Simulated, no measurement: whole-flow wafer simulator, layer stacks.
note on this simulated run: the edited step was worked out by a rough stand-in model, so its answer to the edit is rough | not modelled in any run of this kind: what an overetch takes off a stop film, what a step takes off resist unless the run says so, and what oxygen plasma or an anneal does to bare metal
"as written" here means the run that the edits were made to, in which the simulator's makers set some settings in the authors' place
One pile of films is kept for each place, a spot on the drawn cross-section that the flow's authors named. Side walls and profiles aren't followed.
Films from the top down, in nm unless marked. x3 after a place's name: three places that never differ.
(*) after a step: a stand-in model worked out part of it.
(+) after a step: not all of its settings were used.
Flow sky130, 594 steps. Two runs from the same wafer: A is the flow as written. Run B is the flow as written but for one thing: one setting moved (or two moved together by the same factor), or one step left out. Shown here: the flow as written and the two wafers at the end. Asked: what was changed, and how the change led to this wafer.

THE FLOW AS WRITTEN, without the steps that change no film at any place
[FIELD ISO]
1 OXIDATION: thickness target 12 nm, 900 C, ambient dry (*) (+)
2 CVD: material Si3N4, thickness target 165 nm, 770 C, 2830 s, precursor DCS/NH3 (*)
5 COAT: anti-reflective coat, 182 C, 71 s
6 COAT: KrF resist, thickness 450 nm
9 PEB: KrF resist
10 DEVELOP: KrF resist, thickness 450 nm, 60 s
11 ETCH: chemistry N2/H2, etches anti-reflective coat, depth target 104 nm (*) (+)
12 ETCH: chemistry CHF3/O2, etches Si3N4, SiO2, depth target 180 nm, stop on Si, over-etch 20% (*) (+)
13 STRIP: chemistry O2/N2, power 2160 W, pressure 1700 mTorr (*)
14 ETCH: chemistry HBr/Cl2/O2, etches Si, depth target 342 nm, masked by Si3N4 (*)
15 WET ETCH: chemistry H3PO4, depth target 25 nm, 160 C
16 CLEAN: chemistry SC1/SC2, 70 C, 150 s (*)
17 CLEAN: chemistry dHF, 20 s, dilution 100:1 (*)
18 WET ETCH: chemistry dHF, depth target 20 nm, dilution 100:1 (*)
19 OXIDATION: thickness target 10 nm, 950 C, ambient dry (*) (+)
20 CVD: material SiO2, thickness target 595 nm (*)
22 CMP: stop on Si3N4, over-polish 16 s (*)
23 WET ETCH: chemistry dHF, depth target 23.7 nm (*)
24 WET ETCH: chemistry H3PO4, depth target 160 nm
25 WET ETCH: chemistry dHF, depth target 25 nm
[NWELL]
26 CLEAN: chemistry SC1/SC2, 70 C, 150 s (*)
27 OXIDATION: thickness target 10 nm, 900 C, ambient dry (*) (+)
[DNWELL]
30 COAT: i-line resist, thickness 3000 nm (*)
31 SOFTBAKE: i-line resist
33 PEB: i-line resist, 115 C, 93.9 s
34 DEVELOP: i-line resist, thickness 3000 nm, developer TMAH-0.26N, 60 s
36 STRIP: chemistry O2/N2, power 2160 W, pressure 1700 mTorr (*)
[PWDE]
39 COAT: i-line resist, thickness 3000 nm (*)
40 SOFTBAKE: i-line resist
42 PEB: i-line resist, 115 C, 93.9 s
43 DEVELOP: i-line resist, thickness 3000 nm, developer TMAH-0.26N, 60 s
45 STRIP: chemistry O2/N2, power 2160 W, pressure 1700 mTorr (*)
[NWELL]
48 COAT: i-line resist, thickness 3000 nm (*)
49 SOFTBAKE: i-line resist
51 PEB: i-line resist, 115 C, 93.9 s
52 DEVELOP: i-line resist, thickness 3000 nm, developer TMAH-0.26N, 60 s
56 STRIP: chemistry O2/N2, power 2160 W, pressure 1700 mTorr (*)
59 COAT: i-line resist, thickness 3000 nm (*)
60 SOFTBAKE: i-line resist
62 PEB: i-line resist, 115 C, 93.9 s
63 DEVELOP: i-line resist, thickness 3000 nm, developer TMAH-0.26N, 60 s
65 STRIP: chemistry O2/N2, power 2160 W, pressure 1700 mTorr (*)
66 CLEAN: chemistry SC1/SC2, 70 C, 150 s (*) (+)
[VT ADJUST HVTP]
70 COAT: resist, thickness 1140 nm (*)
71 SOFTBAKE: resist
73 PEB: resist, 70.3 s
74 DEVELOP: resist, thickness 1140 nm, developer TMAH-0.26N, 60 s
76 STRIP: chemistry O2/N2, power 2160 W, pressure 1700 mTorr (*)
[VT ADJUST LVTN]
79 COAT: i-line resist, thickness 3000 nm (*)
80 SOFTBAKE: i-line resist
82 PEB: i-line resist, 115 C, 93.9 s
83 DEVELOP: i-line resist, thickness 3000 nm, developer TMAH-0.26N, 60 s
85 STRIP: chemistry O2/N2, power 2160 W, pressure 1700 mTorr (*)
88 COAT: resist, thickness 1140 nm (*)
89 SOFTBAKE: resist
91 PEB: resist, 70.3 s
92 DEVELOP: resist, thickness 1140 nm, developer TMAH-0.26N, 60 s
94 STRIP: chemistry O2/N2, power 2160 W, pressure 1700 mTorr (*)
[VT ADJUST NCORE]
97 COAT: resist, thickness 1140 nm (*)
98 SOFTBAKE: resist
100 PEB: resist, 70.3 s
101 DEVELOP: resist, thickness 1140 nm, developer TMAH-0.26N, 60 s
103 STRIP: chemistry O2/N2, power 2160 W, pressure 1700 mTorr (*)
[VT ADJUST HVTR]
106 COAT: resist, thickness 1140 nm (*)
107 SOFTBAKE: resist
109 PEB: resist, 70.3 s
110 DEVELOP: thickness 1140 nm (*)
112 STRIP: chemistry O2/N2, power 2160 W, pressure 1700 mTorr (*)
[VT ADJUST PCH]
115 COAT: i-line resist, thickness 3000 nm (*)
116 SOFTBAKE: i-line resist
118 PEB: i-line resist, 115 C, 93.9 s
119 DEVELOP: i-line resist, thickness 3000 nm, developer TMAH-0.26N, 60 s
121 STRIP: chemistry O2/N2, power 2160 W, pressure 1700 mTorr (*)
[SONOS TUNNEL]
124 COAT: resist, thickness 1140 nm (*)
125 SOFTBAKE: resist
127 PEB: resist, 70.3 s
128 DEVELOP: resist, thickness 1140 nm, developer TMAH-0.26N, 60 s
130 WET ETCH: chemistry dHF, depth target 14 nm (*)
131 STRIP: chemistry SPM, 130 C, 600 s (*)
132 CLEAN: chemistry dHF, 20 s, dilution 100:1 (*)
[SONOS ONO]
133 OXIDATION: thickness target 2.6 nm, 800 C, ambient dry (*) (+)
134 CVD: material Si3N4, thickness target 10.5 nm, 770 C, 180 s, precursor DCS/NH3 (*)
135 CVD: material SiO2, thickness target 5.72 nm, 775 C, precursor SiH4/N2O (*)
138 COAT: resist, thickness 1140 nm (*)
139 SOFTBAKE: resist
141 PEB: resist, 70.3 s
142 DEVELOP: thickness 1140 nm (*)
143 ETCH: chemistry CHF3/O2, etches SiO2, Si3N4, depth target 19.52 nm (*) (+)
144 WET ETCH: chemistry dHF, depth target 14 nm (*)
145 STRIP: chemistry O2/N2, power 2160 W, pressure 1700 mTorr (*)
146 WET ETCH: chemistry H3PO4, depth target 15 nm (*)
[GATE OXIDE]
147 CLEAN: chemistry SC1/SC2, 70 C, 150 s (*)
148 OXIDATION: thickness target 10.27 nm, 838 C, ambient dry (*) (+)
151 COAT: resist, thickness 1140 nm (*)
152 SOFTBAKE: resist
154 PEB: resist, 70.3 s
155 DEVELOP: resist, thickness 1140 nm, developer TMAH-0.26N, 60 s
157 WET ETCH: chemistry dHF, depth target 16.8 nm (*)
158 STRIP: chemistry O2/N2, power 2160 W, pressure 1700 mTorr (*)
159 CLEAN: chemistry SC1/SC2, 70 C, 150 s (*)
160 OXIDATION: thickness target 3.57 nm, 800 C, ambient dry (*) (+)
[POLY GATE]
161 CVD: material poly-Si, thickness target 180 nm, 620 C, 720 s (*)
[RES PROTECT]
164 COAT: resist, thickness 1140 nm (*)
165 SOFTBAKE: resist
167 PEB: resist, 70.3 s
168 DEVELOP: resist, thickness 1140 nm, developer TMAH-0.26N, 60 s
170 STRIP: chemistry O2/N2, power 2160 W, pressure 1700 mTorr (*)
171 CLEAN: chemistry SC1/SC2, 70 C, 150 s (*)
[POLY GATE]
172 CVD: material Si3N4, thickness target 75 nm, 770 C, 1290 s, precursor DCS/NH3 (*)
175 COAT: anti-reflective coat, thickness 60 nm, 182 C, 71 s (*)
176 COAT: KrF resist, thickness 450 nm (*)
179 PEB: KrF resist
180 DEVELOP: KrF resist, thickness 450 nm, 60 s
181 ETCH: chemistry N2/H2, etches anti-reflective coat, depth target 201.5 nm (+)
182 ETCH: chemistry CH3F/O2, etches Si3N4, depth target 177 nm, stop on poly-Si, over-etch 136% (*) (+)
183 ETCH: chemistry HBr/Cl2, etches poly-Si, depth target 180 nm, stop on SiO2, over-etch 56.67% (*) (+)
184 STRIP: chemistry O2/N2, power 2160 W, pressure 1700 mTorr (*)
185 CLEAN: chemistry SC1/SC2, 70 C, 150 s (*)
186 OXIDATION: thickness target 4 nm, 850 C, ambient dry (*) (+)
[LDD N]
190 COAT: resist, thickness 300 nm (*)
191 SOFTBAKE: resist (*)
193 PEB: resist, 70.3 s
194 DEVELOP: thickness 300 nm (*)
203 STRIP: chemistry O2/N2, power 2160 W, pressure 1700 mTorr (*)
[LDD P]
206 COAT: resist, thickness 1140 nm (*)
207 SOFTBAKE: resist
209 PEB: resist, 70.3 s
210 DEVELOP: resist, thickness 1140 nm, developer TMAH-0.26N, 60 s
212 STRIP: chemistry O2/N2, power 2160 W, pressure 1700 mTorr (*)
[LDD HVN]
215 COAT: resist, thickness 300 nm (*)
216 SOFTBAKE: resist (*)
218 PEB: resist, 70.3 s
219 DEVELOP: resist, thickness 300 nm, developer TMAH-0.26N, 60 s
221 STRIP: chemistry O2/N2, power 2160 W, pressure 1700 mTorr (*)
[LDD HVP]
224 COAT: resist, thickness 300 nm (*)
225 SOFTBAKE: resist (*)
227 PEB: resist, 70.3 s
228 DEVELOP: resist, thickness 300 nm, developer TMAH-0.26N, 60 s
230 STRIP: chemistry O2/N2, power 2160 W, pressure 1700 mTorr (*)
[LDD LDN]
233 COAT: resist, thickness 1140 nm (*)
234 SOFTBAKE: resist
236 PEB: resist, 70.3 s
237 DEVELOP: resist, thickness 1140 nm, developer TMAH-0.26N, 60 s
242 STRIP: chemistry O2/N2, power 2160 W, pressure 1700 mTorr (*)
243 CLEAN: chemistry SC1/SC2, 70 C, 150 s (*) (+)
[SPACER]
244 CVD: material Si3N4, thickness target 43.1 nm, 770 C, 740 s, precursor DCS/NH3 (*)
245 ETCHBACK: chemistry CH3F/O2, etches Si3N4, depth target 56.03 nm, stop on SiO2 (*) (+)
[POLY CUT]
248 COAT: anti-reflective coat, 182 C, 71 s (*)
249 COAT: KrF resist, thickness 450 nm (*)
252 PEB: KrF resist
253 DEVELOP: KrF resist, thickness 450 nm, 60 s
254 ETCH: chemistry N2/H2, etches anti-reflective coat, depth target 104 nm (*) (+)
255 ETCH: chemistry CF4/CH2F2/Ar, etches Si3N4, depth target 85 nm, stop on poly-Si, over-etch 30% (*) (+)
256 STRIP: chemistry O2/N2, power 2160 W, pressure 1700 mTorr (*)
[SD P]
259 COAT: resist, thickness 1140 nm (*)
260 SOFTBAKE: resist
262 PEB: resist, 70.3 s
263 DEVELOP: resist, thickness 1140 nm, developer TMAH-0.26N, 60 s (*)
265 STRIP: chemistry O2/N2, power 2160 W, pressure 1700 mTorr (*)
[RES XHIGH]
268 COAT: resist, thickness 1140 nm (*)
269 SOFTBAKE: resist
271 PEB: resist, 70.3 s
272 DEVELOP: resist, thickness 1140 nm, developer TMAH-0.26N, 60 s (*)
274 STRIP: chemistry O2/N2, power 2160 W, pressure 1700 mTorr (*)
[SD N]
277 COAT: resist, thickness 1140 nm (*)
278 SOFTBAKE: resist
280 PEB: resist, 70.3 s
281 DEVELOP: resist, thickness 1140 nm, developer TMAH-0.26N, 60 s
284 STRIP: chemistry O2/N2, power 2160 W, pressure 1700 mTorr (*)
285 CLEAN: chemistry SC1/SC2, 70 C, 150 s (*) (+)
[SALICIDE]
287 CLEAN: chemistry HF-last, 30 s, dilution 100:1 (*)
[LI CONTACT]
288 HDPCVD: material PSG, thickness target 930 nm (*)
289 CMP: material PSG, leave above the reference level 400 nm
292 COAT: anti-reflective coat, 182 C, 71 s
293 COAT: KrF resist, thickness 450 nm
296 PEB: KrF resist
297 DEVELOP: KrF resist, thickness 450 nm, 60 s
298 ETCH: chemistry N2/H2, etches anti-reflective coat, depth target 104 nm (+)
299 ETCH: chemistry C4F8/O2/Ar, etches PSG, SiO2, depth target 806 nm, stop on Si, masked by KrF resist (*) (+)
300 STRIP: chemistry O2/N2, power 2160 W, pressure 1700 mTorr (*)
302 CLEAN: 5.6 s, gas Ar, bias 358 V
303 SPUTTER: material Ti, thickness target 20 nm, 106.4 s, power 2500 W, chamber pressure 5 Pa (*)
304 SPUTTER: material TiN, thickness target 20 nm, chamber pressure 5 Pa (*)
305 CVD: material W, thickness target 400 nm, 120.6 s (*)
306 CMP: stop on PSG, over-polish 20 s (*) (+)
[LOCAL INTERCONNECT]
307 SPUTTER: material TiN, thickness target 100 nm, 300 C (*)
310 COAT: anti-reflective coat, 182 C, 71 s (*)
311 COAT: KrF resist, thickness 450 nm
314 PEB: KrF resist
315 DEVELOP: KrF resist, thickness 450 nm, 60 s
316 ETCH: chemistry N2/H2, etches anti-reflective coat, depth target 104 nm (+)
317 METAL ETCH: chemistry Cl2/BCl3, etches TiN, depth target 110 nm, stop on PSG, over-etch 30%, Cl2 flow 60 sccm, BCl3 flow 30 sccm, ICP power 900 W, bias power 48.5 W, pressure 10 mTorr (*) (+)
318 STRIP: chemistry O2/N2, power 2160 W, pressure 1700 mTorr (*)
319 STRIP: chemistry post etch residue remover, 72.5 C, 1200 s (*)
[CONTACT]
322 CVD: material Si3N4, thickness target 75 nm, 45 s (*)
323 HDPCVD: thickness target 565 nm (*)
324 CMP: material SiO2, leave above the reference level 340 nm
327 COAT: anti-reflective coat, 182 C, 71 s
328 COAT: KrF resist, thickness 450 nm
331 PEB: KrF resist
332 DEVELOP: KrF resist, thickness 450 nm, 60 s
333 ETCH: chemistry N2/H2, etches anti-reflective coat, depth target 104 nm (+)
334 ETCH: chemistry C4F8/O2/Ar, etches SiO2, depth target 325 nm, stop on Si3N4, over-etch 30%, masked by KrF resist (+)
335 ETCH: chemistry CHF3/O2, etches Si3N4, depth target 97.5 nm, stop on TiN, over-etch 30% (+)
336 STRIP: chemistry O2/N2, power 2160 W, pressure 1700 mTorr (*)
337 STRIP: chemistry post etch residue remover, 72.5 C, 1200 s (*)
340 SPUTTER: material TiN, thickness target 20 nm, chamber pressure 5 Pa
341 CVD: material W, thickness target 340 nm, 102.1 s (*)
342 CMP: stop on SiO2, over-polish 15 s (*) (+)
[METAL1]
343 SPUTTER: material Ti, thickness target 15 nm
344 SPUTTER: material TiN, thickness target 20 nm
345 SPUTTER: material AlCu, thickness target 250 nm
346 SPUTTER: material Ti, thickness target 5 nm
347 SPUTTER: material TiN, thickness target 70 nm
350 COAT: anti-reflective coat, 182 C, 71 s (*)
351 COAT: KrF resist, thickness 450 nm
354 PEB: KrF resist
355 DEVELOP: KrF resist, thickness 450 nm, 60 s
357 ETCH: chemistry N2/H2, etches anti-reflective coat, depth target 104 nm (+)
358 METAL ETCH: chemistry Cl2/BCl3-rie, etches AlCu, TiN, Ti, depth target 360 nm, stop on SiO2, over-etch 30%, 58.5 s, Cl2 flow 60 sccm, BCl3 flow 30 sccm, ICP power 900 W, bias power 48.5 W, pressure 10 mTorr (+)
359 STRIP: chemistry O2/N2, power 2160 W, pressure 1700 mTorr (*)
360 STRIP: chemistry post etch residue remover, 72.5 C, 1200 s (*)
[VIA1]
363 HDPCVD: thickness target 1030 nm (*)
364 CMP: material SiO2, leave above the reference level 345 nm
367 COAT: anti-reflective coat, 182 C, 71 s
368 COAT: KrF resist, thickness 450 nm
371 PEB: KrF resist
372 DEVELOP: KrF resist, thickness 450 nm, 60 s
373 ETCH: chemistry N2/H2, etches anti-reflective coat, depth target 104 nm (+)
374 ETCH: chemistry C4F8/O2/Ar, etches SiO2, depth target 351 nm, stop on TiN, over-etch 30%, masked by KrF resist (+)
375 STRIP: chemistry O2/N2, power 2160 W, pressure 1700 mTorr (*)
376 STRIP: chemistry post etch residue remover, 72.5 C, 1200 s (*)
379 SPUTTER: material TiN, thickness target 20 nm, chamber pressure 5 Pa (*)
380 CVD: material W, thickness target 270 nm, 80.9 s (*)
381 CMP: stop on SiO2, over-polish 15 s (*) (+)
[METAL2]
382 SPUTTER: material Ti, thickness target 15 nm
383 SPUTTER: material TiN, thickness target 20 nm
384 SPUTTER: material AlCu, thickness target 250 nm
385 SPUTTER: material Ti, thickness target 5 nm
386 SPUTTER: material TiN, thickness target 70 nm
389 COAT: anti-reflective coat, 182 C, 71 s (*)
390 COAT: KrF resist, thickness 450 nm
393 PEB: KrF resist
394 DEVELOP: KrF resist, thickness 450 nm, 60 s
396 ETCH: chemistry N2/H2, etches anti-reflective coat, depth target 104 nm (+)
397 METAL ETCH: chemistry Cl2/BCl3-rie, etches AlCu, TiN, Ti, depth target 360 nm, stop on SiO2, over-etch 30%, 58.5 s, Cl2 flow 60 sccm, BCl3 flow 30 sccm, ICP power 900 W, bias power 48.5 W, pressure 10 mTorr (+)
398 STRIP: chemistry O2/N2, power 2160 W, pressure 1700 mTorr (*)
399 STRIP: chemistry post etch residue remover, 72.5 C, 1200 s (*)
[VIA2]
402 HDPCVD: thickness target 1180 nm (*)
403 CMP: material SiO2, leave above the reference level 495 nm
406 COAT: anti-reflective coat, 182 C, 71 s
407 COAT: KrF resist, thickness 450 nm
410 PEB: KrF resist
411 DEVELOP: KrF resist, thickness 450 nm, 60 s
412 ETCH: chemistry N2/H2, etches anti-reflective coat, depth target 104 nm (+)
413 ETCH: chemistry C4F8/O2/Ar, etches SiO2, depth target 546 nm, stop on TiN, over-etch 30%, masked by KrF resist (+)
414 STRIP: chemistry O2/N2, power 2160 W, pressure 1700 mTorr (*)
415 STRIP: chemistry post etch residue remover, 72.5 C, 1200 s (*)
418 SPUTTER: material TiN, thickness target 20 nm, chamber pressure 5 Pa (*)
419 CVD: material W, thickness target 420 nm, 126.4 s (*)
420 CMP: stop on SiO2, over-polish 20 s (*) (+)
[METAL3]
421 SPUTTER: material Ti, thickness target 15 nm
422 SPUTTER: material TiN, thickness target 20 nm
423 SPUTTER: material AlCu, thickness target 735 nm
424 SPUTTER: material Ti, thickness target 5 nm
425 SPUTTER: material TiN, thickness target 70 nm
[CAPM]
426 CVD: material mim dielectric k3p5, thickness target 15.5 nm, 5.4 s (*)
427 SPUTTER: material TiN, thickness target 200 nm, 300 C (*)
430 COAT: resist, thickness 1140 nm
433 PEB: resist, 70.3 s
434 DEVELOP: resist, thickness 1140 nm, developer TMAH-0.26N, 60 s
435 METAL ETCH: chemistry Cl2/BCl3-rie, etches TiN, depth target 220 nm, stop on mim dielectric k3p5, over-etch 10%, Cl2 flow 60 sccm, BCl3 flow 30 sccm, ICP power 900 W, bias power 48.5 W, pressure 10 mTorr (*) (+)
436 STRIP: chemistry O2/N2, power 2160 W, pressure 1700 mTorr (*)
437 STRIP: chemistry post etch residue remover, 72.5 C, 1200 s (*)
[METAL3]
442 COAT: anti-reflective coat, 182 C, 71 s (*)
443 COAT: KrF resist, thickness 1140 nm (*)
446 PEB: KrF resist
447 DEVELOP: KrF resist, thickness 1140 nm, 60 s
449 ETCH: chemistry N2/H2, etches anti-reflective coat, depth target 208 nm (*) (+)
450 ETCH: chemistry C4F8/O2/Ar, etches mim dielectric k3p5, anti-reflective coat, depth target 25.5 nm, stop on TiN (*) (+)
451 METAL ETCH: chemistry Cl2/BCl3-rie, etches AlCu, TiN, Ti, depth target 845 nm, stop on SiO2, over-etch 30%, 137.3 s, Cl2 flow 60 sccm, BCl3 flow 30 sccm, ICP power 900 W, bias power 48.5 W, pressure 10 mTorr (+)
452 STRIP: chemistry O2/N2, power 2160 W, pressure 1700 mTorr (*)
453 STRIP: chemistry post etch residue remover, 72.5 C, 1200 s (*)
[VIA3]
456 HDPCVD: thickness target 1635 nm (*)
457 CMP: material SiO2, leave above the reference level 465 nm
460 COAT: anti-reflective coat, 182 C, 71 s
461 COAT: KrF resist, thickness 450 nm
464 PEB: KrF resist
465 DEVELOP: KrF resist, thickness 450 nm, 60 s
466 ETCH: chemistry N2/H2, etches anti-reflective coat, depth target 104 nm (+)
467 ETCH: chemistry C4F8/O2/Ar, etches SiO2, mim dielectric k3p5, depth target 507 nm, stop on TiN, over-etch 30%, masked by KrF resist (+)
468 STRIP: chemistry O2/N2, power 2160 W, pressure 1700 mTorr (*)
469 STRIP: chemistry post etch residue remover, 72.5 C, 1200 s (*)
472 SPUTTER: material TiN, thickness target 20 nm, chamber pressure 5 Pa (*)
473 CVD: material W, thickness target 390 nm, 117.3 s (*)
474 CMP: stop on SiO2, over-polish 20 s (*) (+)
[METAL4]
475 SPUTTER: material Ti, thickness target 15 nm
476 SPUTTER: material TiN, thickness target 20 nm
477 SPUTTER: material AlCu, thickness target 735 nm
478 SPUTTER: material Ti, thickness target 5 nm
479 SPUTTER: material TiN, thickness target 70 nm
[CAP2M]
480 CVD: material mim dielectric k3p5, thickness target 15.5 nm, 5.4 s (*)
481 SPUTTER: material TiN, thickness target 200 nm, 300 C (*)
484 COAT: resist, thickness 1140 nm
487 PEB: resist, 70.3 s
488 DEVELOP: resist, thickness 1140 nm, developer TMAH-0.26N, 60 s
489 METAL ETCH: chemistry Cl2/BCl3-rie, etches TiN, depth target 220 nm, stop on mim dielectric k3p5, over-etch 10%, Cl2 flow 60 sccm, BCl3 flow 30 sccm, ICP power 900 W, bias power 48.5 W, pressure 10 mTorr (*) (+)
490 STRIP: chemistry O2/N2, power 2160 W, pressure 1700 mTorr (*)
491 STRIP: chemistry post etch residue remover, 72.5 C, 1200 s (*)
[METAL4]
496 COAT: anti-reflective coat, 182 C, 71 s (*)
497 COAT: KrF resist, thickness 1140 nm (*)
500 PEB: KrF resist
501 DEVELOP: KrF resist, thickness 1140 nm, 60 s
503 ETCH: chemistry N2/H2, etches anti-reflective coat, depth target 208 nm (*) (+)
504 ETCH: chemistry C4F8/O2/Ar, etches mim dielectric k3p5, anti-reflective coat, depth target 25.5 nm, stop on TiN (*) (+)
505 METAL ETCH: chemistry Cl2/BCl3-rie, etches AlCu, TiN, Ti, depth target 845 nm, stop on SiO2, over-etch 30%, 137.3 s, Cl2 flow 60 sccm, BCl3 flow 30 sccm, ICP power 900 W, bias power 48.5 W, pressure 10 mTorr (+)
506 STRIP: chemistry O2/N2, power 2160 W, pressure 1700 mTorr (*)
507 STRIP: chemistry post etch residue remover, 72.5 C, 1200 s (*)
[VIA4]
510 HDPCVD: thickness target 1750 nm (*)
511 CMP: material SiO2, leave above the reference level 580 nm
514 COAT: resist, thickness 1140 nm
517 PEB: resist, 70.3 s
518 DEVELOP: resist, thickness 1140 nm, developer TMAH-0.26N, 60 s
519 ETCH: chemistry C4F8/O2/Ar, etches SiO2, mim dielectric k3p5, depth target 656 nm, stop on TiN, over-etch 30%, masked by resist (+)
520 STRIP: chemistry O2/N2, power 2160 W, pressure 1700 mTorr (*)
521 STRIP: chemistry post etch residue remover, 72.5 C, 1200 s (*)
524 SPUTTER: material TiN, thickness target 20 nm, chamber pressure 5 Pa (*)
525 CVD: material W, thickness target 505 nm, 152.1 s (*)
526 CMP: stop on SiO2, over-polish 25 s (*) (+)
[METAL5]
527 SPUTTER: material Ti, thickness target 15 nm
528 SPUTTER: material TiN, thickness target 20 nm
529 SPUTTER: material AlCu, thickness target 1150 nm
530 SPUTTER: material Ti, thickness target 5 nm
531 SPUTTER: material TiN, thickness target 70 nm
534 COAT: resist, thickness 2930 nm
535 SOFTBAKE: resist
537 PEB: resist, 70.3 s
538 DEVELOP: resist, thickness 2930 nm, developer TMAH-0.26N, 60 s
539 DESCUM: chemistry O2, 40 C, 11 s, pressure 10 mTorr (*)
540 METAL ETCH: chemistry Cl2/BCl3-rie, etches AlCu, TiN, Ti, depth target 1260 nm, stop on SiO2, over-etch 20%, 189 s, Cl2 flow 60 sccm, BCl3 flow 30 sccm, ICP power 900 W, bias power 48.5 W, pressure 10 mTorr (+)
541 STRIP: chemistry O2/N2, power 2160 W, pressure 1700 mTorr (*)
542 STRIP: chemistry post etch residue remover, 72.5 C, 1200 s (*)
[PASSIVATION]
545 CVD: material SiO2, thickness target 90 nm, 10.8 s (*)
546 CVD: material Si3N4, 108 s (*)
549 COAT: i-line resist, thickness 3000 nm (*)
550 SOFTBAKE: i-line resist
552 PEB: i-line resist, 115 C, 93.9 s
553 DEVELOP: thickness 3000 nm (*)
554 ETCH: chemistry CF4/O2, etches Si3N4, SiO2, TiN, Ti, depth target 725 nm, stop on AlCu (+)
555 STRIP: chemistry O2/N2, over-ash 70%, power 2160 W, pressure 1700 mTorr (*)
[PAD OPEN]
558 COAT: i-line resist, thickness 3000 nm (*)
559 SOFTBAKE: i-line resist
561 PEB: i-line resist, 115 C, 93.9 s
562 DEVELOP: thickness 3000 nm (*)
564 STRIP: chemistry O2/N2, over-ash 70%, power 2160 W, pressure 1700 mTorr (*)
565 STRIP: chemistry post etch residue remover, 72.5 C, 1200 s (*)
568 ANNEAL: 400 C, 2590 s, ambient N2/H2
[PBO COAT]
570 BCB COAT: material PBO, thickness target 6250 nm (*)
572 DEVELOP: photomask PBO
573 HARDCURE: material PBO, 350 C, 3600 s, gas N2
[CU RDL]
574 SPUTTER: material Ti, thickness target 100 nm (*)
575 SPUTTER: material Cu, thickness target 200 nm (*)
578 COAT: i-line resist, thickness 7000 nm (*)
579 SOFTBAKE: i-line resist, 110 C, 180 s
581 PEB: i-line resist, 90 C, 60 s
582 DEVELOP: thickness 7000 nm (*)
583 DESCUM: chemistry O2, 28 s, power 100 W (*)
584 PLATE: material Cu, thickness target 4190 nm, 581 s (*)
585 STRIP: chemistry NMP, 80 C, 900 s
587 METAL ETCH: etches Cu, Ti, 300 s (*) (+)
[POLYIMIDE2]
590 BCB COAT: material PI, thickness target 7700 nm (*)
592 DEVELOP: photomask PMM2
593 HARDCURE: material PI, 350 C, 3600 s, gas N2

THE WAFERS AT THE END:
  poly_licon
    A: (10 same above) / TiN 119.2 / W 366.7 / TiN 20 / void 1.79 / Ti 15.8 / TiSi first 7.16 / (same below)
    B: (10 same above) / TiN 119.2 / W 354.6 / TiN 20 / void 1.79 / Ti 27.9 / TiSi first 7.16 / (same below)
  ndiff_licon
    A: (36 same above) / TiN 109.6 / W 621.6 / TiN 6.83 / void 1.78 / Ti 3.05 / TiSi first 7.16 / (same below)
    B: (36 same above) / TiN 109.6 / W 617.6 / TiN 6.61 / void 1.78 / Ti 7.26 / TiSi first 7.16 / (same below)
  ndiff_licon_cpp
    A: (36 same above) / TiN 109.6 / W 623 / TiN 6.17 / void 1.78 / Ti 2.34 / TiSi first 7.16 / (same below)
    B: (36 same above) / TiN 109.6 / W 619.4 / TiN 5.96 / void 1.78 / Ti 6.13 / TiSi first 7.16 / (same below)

The cause: step 303, SPUTTER: 170.2 s was run, where the flow has 106.4 s.

How the change led to this, step by step:
  303 SPUTTER: material Ti, thickness target 20 nm, 106.4 s, power 2500 W, chamber pressure 5 Pa (*)
      field, active, n_well and 185 more: A Ti +20 (new film) | B Ti +32.1 (new film)
      ndiff_licon: A Ti +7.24 (new film) | B Ti +11.4 (new film)
      (and at 2 more places)
  306 CMP: stop on PSG, over-polish 20 s (*) (+)
      field, active, n_well and 184 more: A W -400 (all of it), TiN -20 (all of it), Ti -20 (all of it), PSG -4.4 | B W -400 (all of it), TiN -20 (all of it), Ti -32.1 (all of it), PSG -4.4
      ndiff_licon, ndiff_licon_cpp, rpo_hd_licon: A W -444.9 | B W -457
      (and at 1 more place)
